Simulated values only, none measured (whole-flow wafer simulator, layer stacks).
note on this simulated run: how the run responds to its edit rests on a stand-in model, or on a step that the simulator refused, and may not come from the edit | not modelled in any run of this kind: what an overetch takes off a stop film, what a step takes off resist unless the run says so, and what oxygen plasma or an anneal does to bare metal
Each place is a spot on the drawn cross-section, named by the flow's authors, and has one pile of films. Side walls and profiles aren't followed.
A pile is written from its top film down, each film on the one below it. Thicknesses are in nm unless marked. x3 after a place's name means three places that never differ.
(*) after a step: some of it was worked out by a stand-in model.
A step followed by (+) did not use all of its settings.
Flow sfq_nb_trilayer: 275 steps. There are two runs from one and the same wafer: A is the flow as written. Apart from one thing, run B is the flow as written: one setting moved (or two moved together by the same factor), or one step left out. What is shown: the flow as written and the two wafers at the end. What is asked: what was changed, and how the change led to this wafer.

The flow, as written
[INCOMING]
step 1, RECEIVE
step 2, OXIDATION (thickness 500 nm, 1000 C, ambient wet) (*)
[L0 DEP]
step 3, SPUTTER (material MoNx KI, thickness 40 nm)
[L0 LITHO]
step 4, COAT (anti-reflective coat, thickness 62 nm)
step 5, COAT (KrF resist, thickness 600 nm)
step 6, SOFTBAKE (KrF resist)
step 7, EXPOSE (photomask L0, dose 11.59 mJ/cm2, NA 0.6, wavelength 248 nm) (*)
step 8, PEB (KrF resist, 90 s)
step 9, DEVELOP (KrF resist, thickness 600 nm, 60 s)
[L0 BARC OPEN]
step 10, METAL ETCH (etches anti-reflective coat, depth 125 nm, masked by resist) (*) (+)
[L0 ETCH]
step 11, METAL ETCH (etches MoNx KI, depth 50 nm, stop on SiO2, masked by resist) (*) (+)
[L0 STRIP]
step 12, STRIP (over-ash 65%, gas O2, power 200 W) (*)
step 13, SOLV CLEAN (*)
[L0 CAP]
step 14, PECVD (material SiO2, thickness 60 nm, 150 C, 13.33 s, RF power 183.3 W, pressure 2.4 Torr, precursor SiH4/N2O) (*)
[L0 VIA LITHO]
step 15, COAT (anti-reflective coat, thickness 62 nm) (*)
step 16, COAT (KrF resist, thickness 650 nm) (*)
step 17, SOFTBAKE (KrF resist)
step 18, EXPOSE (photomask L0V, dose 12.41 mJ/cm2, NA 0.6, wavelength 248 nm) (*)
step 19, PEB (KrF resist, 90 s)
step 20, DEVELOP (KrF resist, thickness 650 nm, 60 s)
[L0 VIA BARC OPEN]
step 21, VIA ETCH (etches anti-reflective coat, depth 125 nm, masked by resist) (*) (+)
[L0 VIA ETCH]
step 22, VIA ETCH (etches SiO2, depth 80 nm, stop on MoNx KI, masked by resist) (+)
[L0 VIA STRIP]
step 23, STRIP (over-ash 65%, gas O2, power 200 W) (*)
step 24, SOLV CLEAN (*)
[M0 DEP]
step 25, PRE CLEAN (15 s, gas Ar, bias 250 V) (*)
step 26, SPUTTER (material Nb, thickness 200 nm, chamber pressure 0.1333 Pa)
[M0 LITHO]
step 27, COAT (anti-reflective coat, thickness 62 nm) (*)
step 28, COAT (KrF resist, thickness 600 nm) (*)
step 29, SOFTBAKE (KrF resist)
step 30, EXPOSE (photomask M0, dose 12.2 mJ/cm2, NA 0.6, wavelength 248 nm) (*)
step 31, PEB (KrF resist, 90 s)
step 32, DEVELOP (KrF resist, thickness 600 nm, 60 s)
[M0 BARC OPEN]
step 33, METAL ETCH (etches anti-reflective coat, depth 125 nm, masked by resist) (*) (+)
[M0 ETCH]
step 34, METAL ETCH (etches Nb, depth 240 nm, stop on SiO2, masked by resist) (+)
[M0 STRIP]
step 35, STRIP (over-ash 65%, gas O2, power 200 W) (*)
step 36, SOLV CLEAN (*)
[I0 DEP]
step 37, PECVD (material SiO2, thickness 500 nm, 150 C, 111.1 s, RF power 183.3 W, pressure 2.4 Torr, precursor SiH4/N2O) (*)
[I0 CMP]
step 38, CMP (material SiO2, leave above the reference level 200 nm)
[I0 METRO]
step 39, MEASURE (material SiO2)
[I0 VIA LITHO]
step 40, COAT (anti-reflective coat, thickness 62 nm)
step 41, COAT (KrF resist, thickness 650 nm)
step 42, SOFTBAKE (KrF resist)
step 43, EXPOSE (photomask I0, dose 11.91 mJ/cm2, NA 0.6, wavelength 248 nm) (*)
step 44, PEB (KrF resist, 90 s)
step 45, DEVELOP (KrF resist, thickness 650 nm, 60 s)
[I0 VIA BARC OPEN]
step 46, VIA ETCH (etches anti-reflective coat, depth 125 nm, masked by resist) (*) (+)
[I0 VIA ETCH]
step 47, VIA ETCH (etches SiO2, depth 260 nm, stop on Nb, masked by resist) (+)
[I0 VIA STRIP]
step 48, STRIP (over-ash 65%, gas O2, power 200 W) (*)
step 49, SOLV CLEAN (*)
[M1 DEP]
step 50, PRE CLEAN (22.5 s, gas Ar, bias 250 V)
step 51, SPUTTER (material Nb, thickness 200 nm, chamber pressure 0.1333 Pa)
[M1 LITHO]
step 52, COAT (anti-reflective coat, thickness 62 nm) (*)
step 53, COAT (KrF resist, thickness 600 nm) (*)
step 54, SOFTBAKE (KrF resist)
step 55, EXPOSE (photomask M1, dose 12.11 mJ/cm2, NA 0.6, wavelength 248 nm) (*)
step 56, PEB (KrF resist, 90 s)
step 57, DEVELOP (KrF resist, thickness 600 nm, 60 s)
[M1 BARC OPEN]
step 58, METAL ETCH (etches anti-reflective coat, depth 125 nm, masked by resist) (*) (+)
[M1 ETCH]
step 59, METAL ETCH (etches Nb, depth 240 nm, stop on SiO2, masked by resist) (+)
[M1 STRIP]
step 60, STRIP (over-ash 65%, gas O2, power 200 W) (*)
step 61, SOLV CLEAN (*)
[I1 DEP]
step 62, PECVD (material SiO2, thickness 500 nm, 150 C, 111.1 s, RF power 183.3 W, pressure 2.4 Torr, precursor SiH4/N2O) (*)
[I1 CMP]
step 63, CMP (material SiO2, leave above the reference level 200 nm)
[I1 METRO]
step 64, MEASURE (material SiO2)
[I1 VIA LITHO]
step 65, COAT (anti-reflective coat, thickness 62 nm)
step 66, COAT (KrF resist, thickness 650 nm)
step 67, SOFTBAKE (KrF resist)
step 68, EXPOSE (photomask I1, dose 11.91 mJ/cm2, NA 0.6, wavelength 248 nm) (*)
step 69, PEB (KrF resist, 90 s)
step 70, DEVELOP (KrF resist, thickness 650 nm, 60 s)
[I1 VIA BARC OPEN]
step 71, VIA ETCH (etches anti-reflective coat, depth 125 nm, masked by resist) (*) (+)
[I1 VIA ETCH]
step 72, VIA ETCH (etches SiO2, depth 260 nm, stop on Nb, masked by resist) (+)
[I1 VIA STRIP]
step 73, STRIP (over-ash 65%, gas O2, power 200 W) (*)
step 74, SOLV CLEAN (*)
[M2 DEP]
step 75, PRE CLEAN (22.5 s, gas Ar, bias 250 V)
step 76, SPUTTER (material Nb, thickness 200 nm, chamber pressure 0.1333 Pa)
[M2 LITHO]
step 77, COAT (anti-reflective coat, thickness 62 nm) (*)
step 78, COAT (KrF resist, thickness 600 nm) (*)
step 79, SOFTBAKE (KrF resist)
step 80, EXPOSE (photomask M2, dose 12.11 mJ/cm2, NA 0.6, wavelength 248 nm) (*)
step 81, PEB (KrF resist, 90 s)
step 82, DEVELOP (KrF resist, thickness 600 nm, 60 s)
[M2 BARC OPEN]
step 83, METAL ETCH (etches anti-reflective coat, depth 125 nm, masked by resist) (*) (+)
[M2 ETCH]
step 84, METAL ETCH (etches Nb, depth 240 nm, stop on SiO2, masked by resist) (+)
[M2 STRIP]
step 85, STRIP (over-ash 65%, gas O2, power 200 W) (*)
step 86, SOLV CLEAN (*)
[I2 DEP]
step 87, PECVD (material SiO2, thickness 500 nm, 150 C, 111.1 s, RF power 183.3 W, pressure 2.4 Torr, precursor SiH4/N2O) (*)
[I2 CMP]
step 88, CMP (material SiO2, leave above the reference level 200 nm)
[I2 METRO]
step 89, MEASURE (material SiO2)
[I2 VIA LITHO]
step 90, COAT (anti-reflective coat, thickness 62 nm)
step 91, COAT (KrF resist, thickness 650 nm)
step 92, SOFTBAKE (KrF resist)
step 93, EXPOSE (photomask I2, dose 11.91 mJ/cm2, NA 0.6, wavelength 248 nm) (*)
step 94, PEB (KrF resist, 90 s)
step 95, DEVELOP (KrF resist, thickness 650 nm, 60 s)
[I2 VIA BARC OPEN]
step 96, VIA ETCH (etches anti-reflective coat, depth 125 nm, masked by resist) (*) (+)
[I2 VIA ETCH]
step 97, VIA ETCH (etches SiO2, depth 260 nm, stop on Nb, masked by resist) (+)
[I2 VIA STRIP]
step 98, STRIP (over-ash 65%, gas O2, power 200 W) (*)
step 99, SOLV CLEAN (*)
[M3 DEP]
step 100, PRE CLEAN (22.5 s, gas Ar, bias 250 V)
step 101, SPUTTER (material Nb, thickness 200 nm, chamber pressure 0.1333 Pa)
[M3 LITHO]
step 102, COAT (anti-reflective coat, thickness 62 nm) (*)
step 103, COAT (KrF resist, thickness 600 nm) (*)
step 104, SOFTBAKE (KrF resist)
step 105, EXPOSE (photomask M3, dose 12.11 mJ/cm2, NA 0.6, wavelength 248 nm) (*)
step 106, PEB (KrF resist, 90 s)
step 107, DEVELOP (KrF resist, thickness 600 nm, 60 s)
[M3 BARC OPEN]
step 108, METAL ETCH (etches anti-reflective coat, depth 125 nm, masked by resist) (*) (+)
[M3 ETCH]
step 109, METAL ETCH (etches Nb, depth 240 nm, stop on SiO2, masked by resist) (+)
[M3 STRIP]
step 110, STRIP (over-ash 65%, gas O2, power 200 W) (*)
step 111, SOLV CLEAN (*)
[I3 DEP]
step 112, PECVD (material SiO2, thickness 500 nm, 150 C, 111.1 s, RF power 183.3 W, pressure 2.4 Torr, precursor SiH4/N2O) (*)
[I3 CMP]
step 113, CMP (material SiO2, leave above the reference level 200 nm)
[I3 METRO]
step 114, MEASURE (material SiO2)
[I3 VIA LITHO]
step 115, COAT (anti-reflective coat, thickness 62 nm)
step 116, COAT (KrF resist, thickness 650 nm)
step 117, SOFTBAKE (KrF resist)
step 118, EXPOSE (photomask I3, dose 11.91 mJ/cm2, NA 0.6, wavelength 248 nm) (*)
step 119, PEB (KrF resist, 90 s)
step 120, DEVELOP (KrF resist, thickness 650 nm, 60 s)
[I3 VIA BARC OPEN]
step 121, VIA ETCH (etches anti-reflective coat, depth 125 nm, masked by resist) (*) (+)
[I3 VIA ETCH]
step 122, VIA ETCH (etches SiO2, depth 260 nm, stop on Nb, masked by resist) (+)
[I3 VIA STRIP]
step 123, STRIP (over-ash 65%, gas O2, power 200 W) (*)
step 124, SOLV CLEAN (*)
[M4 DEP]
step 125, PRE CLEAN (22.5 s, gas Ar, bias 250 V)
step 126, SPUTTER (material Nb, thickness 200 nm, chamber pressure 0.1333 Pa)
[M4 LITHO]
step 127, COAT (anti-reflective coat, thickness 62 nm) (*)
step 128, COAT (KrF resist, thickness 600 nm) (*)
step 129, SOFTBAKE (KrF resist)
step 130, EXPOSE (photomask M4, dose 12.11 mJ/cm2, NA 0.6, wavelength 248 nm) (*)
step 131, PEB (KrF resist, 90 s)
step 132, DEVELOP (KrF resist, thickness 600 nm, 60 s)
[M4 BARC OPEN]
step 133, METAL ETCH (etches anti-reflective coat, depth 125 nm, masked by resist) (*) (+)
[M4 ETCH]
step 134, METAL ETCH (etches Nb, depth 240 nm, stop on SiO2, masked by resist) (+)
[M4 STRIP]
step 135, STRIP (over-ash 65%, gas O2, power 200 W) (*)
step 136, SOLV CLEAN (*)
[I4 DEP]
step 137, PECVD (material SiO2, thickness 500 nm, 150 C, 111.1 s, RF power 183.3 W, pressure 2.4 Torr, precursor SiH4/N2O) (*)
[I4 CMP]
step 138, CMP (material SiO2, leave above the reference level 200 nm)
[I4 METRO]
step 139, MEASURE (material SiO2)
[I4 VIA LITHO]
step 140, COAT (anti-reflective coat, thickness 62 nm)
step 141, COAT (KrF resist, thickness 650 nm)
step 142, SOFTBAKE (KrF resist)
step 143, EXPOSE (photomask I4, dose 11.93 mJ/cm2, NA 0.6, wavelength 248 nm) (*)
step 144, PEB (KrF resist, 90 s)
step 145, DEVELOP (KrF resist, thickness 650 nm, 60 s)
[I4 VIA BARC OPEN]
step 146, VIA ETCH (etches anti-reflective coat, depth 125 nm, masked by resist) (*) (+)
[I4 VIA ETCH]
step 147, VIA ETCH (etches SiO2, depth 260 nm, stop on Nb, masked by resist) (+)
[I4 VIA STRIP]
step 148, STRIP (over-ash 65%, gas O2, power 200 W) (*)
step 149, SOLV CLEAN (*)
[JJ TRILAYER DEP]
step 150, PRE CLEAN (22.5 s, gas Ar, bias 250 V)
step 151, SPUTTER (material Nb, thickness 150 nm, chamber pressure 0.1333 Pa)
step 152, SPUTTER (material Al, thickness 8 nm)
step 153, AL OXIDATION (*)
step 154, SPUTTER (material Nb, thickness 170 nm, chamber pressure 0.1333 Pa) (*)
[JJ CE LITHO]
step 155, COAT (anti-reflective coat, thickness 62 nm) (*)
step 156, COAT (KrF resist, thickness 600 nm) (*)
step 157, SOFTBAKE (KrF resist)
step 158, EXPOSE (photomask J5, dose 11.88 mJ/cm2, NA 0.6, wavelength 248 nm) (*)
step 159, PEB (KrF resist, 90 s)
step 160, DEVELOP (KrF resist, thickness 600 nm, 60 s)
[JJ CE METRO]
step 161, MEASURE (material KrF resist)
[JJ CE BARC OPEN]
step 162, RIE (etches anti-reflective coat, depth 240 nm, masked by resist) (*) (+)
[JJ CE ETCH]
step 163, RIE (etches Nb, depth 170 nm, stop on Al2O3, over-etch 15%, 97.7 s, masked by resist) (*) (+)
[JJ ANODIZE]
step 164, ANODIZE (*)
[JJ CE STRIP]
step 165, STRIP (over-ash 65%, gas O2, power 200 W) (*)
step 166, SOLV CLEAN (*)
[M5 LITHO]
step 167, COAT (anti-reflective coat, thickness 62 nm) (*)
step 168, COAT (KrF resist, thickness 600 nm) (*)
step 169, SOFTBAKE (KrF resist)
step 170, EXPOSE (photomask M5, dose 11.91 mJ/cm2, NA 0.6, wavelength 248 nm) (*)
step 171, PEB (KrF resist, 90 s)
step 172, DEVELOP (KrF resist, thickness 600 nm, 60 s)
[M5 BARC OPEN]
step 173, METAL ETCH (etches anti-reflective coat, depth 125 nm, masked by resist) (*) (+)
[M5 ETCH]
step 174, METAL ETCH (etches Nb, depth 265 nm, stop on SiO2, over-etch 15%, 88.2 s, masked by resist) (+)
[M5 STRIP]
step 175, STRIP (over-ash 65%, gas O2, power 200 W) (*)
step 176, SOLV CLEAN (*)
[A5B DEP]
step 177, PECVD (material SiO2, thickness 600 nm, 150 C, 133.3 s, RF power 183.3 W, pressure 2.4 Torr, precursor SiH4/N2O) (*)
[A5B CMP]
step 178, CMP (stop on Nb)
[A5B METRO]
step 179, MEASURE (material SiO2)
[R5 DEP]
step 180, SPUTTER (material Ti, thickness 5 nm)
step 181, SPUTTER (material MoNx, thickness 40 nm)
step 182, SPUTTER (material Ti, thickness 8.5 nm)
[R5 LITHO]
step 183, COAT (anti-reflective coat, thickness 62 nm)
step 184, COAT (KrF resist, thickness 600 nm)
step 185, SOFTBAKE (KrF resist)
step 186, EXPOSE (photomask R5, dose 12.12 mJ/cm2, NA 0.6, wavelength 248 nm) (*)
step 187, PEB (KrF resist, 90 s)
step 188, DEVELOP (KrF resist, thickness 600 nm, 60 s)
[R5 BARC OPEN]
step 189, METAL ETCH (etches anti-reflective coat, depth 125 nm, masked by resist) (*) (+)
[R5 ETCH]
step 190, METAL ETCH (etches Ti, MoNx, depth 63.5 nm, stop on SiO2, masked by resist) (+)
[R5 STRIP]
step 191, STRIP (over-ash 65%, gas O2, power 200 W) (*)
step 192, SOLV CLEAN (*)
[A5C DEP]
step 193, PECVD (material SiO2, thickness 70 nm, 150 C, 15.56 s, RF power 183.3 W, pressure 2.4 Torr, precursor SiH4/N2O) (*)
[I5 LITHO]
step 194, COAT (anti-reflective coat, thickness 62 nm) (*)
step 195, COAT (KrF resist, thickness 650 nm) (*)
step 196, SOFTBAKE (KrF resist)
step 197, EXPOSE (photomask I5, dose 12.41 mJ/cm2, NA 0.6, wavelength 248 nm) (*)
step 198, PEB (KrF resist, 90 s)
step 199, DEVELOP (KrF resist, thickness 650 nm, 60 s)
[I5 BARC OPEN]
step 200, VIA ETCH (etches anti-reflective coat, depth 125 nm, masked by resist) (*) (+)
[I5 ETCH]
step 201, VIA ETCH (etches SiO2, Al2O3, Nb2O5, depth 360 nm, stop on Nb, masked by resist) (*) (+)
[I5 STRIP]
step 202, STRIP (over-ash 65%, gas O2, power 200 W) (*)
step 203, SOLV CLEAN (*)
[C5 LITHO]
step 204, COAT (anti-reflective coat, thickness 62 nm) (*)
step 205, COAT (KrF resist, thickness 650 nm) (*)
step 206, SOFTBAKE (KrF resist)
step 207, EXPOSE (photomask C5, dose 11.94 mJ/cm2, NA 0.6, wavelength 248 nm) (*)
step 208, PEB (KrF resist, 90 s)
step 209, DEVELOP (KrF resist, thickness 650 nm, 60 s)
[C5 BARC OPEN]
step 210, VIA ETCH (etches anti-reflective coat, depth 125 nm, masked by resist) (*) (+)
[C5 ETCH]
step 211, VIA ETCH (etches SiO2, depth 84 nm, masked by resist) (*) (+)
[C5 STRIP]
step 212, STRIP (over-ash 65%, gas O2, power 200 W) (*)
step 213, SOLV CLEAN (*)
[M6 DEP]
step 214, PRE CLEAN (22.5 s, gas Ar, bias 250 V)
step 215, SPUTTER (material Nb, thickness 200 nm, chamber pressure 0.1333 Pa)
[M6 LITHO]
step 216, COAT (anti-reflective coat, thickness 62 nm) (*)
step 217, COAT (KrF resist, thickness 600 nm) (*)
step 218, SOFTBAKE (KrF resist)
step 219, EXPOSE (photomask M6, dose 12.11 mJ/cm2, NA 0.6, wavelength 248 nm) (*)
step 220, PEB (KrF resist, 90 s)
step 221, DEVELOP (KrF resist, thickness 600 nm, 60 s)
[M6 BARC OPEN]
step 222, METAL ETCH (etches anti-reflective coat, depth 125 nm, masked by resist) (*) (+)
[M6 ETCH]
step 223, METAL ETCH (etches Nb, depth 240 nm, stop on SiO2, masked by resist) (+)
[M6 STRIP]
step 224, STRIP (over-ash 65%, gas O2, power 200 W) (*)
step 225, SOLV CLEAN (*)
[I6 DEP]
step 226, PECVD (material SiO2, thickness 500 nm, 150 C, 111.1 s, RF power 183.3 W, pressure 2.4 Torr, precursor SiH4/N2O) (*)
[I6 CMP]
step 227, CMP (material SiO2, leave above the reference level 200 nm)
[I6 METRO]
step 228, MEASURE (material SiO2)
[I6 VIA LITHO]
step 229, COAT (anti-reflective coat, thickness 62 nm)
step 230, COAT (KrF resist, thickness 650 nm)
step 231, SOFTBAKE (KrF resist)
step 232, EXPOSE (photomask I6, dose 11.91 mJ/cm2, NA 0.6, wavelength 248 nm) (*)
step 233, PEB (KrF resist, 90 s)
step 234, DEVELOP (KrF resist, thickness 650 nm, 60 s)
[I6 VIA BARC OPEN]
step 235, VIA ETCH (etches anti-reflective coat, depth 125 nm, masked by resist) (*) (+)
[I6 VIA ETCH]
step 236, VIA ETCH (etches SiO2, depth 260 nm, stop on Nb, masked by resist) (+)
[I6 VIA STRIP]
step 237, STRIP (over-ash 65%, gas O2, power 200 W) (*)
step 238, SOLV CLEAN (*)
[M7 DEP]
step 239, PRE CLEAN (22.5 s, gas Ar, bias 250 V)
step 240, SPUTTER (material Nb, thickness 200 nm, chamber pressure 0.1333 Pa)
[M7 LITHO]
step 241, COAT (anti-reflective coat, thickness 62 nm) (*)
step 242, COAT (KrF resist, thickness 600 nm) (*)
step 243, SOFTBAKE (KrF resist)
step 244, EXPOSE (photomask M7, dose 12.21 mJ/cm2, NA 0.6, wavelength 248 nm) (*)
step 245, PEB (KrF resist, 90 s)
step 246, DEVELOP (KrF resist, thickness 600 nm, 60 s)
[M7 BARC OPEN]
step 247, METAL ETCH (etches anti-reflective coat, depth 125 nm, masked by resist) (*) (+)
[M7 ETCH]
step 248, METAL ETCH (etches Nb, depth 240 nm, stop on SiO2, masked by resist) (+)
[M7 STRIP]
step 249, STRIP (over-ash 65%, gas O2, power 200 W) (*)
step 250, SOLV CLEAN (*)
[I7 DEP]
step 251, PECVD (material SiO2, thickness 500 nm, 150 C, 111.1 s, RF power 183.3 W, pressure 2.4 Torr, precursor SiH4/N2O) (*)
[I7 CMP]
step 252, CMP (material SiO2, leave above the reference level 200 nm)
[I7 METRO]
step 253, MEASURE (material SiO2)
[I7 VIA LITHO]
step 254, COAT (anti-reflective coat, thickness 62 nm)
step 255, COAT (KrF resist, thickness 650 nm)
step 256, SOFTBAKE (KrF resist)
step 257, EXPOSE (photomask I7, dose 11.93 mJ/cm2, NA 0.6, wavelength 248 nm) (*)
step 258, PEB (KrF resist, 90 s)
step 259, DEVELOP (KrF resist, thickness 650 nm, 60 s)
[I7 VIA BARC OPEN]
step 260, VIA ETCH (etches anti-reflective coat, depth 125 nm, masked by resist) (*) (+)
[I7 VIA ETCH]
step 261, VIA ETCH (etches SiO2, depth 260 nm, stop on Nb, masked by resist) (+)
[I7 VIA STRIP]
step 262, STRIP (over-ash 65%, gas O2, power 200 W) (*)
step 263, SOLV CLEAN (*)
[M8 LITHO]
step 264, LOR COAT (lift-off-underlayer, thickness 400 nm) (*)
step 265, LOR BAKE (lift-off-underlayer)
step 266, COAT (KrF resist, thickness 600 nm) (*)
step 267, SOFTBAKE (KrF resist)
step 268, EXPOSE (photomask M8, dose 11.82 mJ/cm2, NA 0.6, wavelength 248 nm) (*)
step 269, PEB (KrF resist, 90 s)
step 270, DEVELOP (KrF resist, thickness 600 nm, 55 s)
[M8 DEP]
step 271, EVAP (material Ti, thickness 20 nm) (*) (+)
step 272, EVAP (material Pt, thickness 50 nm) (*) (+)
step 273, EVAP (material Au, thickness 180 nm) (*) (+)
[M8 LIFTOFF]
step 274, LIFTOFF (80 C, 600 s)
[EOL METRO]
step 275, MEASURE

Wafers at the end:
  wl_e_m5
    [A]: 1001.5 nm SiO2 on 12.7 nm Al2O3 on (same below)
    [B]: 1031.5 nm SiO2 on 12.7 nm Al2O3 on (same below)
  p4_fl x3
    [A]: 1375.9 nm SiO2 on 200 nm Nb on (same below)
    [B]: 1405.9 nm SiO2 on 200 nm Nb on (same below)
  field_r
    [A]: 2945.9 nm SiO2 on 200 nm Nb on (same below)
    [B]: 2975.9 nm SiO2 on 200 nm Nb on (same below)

Cause: step 215, SPUTTER: thickness 230 nm was run, whereas the flow has thickness 200 nm.

Step by step, how the change led to this:
  step 215, SPUTTER (material Nb, thickness 200 nm, chamber pressure 0.1333 Pa)
      field_l, v_sur, via_wl and 100 more: A Nb gains 200 (new film) | B Nb gains 230 (new film)
      be: A Nb gains 147.3 | B Nb gains 169.1
      (and at 2 other places as well)
  step 223, METAL ETCH (etches Nb, depth 240 nm, stop on SiO2, masked by resist) (+)
      field_l, gap, moat and 76 more: A Nb loses 200 (all of it) | B Nb loses 230 (all of it)
  step 226, PECVD (material SiO2, thickness 500 nm, 150 C, 111.1 s, RF power 183.3 W, pressure 2.4 Torr, precursor SiH4/N2O) (*)
      gap, wl_a_sl, m6r_space_l x2: A SiO2 gains 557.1 | B SiO2 gains 587.1
  step 227, CMP (material SiO2, leave above the reference level 200 nm)
      field_l, p4_fl x3, p4_w1 x9 and 49 more: A SiO2 loses 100 | B SiO2 loses 70
      moat, field_r, lsp_l, ln_m5, lsp_m: A SiO2 loses 93.6 | B SiO2 loses 62.6
      (and at 8 other places as well)
